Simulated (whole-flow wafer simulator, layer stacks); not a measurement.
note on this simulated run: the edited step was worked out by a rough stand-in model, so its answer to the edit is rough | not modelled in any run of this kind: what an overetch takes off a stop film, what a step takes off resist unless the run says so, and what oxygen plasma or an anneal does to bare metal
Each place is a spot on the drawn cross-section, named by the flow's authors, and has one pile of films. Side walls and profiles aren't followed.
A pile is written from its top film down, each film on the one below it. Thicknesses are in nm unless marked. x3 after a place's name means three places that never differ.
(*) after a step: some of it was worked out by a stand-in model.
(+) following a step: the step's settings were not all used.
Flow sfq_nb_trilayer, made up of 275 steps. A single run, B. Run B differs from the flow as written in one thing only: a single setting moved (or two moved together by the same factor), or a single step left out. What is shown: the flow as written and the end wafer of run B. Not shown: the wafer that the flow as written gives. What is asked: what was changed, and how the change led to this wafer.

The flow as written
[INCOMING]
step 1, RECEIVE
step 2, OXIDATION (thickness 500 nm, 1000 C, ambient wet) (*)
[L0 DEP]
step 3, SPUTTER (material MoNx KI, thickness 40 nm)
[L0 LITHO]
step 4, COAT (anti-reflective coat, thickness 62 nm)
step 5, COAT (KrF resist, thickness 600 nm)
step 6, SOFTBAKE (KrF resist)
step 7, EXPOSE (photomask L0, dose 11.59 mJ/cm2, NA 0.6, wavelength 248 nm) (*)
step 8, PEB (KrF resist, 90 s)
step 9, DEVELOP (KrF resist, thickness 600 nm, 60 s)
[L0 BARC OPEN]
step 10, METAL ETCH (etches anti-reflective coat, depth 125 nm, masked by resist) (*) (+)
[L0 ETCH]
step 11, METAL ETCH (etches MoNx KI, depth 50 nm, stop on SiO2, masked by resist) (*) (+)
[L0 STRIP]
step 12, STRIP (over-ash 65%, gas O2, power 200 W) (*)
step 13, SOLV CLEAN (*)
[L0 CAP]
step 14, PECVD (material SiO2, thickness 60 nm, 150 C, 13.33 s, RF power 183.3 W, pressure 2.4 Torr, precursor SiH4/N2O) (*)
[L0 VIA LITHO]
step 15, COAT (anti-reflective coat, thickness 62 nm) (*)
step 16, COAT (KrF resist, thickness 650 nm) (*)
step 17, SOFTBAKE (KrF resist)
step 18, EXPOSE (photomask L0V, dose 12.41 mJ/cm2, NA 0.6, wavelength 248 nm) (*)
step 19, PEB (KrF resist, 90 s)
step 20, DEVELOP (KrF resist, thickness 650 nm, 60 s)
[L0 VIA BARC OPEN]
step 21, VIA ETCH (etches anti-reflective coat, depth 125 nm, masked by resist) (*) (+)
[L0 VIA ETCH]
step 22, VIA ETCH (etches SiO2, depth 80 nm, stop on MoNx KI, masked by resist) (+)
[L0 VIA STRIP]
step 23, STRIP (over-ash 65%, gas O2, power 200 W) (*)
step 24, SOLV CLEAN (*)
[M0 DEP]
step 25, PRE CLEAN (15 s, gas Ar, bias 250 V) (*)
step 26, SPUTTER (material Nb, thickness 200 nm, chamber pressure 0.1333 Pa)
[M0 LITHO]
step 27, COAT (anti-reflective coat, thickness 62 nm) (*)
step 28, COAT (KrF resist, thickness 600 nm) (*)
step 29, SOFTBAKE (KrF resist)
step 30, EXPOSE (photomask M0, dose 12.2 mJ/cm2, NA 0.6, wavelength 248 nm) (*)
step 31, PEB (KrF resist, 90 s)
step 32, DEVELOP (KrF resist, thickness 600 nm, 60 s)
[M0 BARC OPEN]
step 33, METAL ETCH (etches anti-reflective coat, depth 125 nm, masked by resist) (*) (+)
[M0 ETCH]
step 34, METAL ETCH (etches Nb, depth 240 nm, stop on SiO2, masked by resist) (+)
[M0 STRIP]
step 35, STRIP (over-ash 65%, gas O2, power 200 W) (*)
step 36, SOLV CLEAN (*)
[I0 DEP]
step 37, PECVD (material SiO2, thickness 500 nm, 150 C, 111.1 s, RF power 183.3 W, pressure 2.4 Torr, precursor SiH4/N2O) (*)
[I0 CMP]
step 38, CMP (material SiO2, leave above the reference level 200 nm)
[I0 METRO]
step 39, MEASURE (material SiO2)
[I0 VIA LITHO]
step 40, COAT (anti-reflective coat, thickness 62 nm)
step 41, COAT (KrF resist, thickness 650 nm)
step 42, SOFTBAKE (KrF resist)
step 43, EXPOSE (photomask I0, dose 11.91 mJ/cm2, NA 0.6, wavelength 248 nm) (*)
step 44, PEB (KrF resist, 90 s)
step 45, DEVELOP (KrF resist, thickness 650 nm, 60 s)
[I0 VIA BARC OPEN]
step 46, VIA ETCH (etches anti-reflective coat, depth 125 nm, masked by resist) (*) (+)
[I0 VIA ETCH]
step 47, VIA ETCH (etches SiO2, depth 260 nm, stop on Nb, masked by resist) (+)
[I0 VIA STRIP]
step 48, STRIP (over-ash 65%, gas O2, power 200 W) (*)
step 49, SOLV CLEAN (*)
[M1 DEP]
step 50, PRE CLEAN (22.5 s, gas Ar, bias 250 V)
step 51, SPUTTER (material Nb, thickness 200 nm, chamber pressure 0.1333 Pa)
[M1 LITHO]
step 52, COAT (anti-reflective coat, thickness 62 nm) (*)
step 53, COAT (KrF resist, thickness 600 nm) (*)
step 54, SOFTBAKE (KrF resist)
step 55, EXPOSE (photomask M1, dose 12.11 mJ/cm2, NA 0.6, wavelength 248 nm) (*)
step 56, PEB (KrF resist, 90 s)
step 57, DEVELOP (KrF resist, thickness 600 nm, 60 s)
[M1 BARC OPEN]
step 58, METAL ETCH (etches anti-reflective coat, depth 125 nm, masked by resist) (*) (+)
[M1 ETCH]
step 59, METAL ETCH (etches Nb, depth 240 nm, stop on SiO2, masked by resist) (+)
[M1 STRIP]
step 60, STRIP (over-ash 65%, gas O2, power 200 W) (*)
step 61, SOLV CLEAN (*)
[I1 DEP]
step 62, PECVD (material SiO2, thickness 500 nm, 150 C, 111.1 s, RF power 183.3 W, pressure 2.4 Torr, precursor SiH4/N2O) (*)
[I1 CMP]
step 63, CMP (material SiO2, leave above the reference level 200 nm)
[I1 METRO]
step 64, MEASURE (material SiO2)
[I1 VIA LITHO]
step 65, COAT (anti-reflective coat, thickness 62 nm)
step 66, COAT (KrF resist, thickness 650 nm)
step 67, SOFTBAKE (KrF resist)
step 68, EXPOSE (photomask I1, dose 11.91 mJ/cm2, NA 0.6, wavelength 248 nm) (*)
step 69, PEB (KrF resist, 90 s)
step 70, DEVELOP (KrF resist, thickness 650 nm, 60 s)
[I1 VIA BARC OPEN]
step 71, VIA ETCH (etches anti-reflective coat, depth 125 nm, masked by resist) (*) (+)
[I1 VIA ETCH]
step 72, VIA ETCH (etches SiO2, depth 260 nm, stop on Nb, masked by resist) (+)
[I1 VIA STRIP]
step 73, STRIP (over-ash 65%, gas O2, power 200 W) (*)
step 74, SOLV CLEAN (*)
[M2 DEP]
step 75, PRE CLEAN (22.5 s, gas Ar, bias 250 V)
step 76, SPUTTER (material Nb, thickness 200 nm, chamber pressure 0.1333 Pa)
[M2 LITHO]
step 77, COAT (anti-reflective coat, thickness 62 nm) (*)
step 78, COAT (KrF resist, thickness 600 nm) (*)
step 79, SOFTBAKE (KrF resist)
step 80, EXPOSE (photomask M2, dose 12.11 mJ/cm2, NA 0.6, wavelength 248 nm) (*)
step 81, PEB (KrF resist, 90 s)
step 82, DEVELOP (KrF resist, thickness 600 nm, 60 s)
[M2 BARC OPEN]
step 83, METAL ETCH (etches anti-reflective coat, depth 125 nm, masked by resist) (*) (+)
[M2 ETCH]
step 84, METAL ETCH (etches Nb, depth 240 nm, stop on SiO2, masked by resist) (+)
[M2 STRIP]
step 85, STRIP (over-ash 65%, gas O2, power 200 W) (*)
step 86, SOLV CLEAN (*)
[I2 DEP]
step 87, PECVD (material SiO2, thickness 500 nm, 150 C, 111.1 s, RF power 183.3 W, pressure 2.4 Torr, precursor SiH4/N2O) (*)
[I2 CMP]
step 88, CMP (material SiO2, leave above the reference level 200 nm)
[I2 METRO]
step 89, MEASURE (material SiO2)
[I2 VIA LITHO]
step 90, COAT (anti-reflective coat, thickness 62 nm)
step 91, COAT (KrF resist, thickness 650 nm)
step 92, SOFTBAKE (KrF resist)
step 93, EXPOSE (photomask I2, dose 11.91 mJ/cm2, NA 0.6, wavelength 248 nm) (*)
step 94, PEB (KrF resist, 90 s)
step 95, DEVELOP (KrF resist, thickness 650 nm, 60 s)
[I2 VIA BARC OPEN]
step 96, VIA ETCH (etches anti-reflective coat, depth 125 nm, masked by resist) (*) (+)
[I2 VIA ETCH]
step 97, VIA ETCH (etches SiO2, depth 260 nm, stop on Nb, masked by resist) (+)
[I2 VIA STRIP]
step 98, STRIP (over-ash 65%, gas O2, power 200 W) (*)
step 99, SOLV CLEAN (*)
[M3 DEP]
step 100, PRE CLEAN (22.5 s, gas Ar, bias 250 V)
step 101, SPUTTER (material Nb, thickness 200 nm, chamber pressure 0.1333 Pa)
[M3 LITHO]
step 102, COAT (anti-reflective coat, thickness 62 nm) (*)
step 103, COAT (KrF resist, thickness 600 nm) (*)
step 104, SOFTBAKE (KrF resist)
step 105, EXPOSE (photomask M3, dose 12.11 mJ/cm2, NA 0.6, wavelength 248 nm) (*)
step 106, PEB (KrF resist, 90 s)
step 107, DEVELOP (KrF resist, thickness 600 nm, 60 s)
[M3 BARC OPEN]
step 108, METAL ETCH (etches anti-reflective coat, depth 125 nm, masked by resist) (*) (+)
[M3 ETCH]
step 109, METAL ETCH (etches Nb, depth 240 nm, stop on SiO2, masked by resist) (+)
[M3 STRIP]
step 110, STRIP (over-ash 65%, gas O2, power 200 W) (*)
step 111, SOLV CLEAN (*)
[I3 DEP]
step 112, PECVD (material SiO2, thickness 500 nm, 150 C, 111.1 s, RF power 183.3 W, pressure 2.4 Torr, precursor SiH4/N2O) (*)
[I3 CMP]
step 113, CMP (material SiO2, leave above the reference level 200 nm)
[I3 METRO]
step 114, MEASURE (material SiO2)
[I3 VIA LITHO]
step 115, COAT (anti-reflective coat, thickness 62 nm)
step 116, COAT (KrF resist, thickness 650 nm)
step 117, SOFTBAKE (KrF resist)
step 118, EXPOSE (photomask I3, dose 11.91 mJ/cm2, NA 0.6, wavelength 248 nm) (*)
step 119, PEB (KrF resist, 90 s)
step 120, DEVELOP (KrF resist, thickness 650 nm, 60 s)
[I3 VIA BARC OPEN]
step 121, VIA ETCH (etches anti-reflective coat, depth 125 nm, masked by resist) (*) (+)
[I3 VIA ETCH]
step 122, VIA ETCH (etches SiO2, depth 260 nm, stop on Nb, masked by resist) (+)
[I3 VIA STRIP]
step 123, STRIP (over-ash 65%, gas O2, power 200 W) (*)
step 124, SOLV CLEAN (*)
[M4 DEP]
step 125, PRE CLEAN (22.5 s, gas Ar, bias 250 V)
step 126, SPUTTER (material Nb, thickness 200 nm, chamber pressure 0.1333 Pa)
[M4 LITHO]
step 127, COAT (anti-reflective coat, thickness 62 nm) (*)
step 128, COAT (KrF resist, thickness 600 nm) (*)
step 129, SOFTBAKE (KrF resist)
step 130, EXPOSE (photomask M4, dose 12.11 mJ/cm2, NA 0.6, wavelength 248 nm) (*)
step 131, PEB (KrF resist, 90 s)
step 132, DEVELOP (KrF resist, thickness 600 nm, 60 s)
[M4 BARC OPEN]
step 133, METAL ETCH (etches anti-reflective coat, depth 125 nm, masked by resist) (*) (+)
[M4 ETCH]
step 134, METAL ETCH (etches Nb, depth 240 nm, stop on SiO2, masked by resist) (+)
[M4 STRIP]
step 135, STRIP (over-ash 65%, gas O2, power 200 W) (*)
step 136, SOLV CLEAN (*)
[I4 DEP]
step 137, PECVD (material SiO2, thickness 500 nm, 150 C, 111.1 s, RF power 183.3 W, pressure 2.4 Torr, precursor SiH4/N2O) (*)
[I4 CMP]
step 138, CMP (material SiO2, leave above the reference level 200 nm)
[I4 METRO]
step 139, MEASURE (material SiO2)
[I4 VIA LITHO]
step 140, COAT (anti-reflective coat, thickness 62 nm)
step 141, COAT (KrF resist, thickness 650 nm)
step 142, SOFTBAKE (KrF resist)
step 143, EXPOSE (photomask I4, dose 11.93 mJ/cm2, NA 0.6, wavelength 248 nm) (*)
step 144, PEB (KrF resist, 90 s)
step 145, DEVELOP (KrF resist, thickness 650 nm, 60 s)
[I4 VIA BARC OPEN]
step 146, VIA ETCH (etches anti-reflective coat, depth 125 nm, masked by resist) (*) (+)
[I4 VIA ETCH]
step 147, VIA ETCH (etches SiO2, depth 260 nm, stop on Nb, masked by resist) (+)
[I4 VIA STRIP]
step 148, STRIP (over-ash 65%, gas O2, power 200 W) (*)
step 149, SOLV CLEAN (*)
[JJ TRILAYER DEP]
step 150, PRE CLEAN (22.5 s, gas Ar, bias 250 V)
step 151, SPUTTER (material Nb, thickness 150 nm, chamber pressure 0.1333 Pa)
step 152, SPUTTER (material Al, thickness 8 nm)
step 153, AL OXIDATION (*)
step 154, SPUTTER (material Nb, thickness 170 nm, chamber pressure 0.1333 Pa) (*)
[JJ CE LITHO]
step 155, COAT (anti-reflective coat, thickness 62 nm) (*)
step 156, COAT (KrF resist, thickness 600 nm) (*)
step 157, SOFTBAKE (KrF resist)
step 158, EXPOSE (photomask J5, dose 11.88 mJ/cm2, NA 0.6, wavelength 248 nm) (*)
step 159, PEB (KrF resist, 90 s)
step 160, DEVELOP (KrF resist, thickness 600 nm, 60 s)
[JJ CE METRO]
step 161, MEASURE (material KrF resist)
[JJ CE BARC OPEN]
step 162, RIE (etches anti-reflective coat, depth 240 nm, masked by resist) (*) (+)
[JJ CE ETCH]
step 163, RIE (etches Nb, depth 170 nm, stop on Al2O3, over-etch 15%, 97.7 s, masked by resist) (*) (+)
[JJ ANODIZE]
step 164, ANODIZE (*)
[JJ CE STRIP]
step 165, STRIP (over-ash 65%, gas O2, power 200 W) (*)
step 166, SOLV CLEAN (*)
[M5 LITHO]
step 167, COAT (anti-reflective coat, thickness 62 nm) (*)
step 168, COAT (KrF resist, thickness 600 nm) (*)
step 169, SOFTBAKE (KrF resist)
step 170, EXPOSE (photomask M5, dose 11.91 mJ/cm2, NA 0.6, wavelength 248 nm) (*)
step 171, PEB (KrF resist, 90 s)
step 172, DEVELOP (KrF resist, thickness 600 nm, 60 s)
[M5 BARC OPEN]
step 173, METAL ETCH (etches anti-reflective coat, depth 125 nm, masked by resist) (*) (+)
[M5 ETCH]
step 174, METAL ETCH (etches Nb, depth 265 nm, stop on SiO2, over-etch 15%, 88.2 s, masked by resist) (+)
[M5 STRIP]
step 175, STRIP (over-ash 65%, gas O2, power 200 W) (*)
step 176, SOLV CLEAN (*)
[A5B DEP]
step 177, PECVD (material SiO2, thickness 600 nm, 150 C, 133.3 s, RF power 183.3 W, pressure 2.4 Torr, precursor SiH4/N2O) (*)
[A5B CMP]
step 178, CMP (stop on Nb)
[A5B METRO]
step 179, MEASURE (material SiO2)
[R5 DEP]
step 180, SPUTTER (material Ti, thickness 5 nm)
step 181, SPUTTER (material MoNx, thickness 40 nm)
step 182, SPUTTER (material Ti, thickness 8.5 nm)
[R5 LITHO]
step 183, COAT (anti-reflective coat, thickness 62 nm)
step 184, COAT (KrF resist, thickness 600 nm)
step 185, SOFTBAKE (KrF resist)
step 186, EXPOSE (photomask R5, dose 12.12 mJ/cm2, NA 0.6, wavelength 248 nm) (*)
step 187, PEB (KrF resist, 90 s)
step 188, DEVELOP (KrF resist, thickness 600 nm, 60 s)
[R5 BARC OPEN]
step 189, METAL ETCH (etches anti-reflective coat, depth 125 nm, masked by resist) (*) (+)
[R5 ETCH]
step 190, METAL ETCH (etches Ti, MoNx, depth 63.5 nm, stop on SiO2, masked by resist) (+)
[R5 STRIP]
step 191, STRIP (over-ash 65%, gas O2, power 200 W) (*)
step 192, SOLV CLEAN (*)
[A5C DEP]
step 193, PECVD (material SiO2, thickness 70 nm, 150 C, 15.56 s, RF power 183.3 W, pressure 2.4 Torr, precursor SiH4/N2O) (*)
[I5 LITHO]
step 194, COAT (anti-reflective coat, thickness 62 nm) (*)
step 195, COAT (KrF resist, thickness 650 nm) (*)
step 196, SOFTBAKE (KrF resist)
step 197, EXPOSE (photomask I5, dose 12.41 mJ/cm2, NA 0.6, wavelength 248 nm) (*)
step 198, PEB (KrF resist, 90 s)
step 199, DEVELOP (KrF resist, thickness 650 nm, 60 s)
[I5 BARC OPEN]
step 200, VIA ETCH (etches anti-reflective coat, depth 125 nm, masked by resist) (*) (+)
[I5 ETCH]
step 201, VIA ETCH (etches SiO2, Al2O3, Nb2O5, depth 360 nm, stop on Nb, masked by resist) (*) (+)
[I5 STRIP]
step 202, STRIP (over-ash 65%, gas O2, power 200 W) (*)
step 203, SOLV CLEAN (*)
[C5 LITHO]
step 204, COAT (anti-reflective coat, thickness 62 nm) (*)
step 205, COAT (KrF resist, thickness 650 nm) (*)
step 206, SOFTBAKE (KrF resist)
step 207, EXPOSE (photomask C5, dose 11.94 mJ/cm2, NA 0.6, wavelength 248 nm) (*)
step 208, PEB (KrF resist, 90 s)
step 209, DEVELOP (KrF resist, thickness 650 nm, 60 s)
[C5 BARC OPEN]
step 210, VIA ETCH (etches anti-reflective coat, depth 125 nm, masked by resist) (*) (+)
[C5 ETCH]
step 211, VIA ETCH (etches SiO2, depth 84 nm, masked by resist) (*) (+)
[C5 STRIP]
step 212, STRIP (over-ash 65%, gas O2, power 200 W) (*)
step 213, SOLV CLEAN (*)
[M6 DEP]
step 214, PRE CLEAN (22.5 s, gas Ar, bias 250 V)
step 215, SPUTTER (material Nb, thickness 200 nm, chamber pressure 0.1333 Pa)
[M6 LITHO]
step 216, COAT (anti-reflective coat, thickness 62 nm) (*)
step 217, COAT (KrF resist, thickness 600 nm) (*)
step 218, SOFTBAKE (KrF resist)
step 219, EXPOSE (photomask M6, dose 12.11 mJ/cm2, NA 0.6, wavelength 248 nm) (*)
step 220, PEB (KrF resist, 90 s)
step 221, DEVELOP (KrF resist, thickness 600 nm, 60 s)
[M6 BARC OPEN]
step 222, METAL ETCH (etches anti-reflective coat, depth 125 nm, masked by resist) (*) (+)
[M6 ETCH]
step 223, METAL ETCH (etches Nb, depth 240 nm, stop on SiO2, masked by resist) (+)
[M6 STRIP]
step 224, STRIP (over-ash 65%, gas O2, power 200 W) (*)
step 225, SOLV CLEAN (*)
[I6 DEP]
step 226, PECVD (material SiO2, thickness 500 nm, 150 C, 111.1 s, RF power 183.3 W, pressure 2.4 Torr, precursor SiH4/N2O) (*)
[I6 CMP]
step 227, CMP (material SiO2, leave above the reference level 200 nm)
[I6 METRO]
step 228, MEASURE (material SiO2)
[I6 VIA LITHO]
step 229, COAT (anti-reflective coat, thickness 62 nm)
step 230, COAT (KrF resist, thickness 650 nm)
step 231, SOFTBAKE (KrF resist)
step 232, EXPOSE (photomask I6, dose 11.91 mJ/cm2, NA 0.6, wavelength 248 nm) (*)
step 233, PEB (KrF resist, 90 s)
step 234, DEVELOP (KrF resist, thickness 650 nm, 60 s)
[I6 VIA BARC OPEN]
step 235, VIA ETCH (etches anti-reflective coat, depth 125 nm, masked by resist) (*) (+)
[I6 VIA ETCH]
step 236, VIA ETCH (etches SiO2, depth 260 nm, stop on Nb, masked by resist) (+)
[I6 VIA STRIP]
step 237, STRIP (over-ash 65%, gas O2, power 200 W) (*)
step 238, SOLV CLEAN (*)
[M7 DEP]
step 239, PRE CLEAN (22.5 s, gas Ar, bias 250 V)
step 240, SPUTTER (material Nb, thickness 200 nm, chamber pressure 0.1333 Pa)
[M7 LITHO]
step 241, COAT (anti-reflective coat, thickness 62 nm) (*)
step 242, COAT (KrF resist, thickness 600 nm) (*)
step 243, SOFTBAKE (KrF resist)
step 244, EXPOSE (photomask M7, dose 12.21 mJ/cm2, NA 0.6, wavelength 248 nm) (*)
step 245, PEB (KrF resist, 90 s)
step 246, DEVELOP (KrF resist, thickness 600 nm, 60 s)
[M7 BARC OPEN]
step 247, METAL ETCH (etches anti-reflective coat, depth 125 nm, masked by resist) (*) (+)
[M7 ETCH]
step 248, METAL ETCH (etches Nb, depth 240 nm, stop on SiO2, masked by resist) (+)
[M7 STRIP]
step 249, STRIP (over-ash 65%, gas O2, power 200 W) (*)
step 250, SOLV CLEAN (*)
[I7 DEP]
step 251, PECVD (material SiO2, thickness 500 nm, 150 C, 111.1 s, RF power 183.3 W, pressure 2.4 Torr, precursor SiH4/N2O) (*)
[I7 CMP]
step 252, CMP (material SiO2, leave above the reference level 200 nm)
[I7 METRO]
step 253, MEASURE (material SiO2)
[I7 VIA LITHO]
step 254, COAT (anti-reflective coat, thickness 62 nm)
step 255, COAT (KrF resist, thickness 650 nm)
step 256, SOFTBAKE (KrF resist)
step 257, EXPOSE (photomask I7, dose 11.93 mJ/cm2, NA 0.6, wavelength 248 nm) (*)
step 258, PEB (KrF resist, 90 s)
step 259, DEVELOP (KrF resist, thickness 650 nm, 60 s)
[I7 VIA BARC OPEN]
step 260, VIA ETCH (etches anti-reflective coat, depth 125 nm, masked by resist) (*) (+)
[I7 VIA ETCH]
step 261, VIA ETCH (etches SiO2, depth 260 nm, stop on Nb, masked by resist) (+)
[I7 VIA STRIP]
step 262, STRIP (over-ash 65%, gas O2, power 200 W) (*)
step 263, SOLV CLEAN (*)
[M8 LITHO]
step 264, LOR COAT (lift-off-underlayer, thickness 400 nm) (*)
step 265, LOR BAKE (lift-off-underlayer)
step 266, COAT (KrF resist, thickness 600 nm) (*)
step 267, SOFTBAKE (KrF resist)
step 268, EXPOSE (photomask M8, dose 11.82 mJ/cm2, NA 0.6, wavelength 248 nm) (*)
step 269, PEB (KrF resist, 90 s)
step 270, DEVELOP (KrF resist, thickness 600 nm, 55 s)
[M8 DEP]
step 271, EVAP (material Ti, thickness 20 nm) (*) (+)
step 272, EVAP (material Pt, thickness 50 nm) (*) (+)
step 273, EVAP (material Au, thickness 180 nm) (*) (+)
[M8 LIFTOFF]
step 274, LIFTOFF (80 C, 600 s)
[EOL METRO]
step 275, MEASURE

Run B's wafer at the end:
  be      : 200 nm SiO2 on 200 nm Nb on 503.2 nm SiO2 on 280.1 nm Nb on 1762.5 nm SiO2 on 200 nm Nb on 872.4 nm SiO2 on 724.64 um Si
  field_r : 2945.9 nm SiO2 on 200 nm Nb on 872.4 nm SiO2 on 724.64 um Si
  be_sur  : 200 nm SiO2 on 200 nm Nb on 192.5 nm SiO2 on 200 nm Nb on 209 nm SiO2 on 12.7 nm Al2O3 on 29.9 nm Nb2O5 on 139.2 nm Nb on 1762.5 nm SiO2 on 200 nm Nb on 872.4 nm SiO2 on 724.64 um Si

The reason: step 2, OXIDATION: 1100 C was run, though the flow has 1000 C.

How this came from the change, step by step:
  step 2, OXIDATION (thickness 500 nm, 1000 C, ambient wet) (*)
      field_l, v_sur, via_wl and 103 more: +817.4 SiO2 (new film), -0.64 chemical SiO2 (all of it), -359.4 Si (in the flow as written it would be: +500 SiO2 (new film), -0.64 chemical SiO2 (all of it), -219.7 Si)
